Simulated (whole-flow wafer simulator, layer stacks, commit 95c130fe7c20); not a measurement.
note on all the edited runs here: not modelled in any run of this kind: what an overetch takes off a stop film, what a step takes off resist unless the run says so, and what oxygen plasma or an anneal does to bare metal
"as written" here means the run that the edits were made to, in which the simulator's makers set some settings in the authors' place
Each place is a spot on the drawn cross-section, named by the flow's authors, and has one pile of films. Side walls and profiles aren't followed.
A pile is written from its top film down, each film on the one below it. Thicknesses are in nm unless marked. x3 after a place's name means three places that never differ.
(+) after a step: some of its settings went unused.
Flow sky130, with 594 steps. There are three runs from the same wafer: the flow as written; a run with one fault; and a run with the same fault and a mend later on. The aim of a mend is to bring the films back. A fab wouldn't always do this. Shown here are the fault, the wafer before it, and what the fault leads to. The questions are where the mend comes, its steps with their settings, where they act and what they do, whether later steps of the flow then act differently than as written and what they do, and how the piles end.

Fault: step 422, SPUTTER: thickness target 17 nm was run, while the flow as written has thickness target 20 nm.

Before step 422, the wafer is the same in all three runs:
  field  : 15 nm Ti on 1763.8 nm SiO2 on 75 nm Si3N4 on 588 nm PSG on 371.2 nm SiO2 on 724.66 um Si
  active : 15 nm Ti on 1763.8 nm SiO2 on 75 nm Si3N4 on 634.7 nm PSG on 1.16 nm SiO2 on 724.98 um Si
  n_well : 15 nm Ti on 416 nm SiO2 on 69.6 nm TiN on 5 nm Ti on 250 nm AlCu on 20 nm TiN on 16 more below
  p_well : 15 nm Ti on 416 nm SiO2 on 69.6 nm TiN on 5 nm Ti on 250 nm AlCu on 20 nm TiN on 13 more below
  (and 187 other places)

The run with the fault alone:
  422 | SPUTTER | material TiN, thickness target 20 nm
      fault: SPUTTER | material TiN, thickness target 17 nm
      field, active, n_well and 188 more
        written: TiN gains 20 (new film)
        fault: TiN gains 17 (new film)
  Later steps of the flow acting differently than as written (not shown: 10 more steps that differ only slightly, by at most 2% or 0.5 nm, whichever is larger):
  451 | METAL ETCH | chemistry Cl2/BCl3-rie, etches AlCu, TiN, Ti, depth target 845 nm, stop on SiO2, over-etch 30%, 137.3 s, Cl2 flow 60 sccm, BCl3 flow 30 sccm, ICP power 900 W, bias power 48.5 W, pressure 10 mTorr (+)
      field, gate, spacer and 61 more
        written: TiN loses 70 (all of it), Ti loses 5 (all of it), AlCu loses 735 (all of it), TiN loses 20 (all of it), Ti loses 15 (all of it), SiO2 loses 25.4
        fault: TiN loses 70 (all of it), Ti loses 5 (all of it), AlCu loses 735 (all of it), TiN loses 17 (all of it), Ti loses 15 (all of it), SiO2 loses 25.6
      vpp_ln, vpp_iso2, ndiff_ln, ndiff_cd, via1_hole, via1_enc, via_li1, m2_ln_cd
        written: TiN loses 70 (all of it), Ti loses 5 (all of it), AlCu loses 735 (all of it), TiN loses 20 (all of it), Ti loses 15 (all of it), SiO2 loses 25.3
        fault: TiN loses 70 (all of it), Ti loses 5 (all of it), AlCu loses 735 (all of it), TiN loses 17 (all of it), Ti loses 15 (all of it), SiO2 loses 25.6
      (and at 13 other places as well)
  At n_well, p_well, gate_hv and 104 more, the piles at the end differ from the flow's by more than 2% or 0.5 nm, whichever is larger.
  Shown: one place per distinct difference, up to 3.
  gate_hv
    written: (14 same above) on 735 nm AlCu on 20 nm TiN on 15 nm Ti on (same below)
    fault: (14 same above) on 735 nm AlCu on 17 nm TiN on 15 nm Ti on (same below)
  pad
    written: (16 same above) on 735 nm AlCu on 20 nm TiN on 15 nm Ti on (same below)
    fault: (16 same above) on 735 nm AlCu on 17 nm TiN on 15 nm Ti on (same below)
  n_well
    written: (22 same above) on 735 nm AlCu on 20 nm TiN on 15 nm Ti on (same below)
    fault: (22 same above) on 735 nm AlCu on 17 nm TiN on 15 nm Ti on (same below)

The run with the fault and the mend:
  The mend stands after step 422.
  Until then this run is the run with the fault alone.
  422a | SPUTTER | material TiN, thickness target 3 nm (the flow's step 422, run once more with other settings)
      field, active, n_well and 188 more
        TiN gains 3
  None of the later steps of the flow acts differently than as written at any place that is followed.
  At every place that both follow, the piles at the end match the flow's.
